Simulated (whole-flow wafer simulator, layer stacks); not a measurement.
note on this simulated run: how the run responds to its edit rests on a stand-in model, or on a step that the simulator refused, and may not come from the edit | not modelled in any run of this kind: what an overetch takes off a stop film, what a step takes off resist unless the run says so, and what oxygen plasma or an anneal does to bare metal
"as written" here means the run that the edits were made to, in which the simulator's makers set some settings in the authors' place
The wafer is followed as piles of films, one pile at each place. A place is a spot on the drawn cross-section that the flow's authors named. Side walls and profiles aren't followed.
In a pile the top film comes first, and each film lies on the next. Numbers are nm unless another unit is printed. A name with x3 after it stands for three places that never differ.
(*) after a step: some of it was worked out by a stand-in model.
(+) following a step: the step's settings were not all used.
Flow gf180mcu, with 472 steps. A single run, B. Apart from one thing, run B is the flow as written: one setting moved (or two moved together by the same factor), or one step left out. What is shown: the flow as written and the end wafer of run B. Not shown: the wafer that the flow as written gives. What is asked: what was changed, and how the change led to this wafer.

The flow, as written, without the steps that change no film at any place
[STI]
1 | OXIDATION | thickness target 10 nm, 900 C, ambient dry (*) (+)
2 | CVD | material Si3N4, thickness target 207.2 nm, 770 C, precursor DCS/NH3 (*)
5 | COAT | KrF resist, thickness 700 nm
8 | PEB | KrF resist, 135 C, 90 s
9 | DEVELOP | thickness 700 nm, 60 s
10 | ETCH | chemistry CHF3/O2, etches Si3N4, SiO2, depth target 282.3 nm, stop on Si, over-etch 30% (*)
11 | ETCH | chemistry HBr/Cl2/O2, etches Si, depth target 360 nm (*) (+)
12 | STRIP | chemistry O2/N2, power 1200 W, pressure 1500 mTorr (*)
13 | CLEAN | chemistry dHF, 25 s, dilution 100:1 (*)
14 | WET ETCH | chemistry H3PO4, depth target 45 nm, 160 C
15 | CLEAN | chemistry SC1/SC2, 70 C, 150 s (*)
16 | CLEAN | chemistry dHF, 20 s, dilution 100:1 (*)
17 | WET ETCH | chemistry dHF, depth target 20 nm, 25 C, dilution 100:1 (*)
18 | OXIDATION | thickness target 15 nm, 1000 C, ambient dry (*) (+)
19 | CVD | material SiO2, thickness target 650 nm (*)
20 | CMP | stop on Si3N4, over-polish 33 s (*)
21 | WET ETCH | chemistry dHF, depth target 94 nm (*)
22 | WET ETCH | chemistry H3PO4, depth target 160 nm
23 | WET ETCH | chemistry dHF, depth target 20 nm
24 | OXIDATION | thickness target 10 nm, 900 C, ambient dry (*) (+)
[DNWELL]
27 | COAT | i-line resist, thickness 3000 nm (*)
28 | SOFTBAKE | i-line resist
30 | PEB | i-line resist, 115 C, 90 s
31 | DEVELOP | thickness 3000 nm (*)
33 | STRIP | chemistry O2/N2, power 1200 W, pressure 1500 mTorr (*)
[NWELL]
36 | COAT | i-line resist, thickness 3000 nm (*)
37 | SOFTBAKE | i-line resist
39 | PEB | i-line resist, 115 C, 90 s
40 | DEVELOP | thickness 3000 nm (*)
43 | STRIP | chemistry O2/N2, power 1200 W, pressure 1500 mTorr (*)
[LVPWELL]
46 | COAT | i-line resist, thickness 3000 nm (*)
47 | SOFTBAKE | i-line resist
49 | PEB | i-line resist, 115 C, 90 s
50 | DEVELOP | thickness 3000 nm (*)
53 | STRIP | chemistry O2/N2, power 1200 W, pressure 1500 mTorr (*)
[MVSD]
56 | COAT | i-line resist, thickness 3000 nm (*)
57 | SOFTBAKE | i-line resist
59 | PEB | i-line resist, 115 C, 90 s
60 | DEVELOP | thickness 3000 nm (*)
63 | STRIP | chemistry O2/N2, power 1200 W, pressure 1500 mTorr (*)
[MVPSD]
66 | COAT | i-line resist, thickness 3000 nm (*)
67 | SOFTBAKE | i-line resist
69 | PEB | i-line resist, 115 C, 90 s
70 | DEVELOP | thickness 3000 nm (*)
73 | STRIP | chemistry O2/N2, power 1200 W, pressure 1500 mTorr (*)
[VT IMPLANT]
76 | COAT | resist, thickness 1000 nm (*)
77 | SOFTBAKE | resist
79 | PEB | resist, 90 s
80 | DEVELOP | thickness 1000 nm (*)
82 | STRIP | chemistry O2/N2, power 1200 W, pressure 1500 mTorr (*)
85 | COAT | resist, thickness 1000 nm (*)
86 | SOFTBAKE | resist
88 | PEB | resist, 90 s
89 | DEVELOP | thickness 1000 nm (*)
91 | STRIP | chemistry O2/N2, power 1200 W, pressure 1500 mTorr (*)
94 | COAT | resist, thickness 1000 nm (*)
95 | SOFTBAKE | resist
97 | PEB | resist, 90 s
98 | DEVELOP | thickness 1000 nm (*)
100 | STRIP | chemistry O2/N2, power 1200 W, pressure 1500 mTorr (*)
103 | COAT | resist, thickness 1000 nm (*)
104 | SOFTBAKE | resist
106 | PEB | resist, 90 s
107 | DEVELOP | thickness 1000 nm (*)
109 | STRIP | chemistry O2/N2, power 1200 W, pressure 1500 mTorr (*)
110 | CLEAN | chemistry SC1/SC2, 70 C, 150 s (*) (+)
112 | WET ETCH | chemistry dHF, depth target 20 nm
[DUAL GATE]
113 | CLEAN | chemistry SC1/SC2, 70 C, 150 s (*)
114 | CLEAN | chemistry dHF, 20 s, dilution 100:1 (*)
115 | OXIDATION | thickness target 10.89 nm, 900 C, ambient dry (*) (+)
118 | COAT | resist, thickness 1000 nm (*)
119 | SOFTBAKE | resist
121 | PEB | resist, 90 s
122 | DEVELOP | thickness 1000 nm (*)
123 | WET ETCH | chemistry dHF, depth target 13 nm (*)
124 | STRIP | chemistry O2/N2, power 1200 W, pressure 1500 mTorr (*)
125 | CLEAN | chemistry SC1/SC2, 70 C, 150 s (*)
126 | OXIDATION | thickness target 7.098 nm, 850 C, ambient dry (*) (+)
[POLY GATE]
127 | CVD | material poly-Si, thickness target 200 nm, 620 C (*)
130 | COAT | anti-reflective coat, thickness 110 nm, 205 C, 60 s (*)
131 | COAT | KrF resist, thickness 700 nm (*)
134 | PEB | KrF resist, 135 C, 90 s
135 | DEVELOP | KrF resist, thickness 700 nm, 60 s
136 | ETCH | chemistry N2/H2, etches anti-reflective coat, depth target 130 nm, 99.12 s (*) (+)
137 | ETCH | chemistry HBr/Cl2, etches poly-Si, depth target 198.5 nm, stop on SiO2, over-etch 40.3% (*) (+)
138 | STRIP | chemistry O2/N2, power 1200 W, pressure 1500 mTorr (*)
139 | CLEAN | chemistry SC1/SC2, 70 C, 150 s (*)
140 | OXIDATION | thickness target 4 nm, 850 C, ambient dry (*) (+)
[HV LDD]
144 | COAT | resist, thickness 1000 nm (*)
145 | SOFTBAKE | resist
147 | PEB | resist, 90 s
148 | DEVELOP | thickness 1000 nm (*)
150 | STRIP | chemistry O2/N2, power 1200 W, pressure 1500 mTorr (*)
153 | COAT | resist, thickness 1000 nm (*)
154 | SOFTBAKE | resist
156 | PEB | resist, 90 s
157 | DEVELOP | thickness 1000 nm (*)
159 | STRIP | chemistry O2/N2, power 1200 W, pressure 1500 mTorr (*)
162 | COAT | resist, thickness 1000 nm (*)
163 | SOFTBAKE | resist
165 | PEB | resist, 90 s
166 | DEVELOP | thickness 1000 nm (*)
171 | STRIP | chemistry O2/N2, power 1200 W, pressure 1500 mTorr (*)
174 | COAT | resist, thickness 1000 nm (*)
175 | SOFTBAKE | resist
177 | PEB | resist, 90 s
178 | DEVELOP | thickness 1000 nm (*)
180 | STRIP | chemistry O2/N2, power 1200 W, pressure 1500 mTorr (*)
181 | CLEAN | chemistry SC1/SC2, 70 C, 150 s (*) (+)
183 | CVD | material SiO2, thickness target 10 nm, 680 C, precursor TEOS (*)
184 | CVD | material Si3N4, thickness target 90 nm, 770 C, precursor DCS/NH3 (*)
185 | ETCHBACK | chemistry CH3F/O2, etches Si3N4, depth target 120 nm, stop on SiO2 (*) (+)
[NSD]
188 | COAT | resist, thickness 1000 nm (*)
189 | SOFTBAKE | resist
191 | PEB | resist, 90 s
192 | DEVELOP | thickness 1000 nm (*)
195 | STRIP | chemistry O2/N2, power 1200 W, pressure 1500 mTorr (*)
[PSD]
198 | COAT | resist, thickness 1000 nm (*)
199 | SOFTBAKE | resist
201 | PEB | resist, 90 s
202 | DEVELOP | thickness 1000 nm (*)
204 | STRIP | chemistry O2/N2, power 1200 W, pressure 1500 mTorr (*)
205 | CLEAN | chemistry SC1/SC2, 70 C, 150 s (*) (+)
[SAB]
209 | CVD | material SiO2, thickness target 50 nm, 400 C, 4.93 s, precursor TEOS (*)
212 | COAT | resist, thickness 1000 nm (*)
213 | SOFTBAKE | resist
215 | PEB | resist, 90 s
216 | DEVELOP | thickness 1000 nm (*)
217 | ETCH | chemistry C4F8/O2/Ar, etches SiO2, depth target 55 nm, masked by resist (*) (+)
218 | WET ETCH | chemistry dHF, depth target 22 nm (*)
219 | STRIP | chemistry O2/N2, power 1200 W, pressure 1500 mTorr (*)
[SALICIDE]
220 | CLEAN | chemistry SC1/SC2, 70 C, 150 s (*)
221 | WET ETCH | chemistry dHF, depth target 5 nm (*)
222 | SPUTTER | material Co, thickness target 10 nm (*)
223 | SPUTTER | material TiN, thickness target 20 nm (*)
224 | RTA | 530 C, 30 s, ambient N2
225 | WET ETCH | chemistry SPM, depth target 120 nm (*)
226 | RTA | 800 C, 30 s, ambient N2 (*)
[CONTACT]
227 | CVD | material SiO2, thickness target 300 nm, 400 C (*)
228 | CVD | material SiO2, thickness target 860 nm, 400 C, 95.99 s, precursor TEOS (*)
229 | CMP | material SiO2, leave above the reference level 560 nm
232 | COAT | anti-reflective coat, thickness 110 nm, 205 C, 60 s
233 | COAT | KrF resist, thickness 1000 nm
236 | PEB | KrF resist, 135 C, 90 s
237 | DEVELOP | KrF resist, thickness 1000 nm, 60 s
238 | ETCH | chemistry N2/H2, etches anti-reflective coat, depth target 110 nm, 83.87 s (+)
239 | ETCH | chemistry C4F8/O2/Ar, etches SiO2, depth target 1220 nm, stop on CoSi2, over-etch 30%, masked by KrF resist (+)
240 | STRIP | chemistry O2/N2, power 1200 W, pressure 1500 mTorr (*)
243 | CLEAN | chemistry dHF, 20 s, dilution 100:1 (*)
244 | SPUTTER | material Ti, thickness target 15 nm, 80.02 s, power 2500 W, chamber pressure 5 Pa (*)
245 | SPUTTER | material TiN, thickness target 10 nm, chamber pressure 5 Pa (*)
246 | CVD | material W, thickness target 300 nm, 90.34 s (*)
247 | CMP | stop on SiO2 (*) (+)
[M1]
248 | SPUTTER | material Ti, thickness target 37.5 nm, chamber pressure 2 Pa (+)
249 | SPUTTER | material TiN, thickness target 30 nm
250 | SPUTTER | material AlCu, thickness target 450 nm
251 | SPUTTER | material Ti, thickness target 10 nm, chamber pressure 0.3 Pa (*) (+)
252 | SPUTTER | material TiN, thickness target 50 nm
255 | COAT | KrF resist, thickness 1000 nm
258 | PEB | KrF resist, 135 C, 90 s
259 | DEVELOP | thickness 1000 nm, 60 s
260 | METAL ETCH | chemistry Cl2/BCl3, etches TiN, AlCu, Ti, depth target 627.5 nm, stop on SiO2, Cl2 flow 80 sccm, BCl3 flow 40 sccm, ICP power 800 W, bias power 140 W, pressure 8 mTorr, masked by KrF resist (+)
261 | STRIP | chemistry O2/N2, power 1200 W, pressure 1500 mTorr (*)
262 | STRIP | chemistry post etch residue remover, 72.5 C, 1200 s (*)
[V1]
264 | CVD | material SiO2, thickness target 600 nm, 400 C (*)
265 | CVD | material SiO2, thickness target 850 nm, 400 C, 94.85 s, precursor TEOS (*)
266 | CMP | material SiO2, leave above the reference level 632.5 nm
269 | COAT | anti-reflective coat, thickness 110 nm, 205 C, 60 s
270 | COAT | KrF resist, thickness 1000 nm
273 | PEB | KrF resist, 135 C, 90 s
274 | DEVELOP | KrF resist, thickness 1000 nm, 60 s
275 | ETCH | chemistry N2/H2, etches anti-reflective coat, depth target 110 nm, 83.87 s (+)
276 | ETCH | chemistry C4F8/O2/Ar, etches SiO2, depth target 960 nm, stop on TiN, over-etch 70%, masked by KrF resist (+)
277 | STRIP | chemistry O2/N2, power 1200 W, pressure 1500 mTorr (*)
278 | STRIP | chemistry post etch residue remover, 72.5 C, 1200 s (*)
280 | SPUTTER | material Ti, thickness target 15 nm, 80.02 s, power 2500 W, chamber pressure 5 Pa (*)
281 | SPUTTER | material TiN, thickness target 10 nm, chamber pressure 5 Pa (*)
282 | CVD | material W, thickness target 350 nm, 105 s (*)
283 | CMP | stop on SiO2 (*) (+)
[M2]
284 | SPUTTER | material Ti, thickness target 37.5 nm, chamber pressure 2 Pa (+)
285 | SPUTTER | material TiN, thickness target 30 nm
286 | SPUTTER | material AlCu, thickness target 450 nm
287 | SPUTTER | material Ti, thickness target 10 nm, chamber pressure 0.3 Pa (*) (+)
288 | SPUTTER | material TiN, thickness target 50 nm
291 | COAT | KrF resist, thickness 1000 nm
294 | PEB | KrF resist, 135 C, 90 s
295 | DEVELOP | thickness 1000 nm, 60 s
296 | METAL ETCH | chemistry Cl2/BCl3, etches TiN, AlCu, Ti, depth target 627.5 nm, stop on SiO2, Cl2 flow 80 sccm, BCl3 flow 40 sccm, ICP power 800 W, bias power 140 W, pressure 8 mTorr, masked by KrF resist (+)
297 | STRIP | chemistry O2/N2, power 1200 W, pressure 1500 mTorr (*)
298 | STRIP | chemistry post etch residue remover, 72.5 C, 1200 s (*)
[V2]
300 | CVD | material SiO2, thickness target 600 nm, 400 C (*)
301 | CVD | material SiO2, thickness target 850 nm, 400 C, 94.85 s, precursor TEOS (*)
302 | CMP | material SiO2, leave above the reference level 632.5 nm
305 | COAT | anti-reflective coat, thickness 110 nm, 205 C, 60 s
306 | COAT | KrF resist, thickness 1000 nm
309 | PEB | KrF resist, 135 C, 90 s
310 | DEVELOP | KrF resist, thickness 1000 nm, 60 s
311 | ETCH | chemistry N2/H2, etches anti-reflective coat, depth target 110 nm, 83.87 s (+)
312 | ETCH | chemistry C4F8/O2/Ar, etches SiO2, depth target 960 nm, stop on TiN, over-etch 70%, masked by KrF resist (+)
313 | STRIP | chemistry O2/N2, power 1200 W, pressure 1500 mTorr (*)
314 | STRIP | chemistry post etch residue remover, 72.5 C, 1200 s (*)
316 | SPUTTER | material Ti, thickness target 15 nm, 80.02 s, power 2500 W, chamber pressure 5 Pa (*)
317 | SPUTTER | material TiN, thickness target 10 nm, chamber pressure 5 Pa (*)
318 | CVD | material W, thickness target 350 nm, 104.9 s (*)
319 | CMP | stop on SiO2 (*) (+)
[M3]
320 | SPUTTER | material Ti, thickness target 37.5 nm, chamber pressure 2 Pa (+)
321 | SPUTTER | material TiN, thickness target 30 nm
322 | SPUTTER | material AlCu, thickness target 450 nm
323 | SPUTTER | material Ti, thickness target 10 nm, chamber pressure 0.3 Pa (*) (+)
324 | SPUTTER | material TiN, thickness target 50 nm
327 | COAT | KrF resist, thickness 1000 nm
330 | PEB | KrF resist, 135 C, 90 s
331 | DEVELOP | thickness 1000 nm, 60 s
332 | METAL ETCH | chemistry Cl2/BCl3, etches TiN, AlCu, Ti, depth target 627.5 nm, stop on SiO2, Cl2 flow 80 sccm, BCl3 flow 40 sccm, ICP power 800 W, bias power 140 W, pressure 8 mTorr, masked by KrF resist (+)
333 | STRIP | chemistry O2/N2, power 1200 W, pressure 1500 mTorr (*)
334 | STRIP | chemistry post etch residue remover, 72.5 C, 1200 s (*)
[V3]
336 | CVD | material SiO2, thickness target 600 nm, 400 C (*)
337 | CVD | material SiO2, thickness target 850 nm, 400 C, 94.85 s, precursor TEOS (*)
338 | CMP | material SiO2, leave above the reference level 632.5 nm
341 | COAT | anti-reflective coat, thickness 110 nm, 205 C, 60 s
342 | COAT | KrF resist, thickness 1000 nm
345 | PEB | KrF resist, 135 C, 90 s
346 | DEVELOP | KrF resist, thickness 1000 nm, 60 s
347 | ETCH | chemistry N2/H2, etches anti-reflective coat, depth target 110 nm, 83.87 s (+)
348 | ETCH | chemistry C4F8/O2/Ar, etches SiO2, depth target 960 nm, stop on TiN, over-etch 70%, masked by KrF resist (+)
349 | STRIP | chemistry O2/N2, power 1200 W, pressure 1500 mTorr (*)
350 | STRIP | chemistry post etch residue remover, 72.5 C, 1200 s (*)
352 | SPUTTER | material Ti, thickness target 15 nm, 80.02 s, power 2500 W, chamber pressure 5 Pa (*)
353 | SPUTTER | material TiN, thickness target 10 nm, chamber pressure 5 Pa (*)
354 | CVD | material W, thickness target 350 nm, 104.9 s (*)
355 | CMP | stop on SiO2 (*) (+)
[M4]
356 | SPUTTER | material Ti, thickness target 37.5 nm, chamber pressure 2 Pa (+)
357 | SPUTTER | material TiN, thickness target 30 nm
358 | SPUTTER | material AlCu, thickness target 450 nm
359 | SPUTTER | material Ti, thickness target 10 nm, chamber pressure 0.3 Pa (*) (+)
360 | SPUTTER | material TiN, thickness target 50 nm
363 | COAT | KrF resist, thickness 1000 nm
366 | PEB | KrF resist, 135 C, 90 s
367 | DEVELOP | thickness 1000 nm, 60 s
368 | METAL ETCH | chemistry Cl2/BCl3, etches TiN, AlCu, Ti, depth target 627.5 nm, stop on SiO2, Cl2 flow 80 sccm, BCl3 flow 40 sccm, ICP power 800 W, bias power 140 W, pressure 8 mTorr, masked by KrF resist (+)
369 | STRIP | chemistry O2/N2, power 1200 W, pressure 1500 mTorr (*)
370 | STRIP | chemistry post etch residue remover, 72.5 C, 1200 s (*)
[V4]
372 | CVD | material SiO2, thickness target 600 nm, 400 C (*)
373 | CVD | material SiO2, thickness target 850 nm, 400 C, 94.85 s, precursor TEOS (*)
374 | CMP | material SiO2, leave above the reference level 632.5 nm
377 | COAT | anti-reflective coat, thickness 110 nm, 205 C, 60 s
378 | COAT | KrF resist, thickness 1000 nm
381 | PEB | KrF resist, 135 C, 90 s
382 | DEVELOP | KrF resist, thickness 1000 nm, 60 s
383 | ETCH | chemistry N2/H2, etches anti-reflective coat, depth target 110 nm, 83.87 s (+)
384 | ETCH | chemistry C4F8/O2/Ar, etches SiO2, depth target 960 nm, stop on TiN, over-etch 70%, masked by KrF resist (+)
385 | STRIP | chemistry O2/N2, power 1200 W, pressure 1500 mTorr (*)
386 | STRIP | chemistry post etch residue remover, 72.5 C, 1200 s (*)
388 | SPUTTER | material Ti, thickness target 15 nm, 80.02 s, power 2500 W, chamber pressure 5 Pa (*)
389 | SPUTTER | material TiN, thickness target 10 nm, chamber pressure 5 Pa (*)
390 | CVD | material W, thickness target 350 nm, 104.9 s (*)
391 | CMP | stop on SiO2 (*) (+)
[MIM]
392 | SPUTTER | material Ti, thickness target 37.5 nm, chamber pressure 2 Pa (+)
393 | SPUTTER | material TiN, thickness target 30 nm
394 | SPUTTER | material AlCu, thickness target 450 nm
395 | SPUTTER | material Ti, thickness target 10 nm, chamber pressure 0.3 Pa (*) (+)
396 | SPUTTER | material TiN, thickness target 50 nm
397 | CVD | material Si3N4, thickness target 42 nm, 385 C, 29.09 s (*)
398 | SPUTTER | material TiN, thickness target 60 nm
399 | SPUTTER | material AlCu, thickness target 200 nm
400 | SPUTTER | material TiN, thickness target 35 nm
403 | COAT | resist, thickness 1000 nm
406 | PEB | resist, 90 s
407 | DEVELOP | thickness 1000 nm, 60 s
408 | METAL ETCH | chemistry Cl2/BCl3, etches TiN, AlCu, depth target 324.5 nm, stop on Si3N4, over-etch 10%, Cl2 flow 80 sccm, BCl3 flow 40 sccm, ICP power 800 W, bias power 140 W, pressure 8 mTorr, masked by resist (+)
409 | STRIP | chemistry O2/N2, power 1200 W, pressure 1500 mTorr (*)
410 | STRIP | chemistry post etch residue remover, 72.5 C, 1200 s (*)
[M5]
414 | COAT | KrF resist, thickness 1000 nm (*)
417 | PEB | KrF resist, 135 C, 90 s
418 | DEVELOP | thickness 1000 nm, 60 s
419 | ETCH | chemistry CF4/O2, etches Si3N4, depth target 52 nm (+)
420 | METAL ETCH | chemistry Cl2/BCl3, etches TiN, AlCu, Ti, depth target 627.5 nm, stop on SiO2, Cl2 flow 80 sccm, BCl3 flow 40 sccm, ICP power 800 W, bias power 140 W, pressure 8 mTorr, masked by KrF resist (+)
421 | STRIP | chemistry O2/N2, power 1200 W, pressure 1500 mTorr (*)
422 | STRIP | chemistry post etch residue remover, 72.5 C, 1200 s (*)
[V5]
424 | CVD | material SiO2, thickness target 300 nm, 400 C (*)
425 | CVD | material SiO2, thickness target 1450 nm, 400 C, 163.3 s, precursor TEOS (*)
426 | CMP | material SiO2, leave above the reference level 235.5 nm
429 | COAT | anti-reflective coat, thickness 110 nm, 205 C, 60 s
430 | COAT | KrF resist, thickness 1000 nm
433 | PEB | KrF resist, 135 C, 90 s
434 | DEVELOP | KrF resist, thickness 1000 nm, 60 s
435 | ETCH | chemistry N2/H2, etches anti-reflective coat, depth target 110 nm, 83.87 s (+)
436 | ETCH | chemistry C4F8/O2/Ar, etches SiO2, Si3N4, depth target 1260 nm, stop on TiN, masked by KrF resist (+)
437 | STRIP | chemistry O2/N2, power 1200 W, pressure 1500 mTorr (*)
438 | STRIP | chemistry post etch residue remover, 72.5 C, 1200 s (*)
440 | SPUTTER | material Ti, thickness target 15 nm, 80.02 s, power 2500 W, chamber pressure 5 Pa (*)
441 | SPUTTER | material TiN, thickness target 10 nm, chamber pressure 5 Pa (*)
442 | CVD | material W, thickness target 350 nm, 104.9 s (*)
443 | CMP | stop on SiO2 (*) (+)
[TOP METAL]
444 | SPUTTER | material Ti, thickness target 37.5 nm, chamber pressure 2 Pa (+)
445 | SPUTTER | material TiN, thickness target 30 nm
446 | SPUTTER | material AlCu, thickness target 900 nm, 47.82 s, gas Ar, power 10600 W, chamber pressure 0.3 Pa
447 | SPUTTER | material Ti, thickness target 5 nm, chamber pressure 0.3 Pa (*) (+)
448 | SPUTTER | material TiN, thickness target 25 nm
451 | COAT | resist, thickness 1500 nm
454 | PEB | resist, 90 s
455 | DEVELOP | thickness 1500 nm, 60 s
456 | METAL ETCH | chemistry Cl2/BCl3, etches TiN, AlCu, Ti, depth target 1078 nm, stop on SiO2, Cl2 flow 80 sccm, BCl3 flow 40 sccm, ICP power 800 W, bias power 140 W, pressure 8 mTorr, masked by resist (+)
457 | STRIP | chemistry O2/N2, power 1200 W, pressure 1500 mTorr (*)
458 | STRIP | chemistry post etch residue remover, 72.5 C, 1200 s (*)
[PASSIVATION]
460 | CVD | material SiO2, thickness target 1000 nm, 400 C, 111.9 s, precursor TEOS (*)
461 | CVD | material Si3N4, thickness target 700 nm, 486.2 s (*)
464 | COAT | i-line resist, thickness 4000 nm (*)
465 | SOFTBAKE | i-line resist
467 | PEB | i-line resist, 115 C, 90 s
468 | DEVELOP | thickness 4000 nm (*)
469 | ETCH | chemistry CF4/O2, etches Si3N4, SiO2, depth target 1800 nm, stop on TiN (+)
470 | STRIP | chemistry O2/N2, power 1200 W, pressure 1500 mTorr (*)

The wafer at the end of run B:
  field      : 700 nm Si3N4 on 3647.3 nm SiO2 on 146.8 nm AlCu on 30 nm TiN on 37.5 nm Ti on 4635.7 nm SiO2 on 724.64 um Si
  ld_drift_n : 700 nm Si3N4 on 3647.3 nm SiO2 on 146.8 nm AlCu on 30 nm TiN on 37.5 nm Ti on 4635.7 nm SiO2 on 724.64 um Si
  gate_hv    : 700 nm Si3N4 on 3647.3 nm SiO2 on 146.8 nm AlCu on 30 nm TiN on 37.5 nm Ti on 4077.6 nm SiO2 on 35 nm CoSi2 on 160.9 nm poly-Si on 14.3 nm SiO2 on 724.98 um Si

Cause: step 358, SPUTTER: thickness target 720 nm was run, whereas the flow has thickness target 450 nm.

How this came from the change, step by step:
  358 | SPUTTER | material AlCu, thickness target 450 nm
      field, field__w1, field__w2 and 108 more: AlCu gains 720 (new film) (in the flow as written it would be: AlCu gains 450 (new film))
  368 | METAL ETCH | chemistry Cl2/BCl3, etches TiN, AlCu, Ti, depth target 627.5 nm, stop on SiO2, Cl2 flow 80 sccm, BCl3 flow 40 sccm, ICP power 800 W, bias power 140 W, pressure 8 mTorr, masked by KrF resist (+)
      field, field__w1, field__w2 and 103 more: TiN loses 50 (all of it), Ti loses 10 (all of it), AlCu loses 567.5 (in the flow as written it would be: TiN loses 50 (all of it), Ti loses 10 (all of it), AlCu loses 450 (all of it), TiN loses 30 (all of it), Ti loses 37.5 (all of it))
  370 | STRIP | chemistry post etch residue remover, 72.5 C, 1200 s (*)
      field, field__w1, field__w2 and 103 more: AlCu loses 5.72 (in the flow as written it would be: nothing)
  372 | CVD | material SiO2, thickness target 600 nm, 400 C (*)
      field, field__w1, field__w2 and 103 more: SiO2 gains 600 (new film) (in the flow as written it would be: SiO2 gains 600)
  374 | CMP | material SiO2, leave above the reference level 632.5 nm
      field, field__w1, field__w2 and 103 more: SiO2 loses 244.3 (in the flow as written it would be: SiO2 loses 300)
Taking metal films that touch as one body, field has 1 body; the flow as written gives 0 bodies.
Taking metal films that touch as one body, ld_drift_n has 1 body; the flow as written gives 0 bodies.
Taking metal films that touch as one body, gate_hv has 2 bodies (between them, from the top down: SiO2 4077.6); the flow as written gives 1 body.
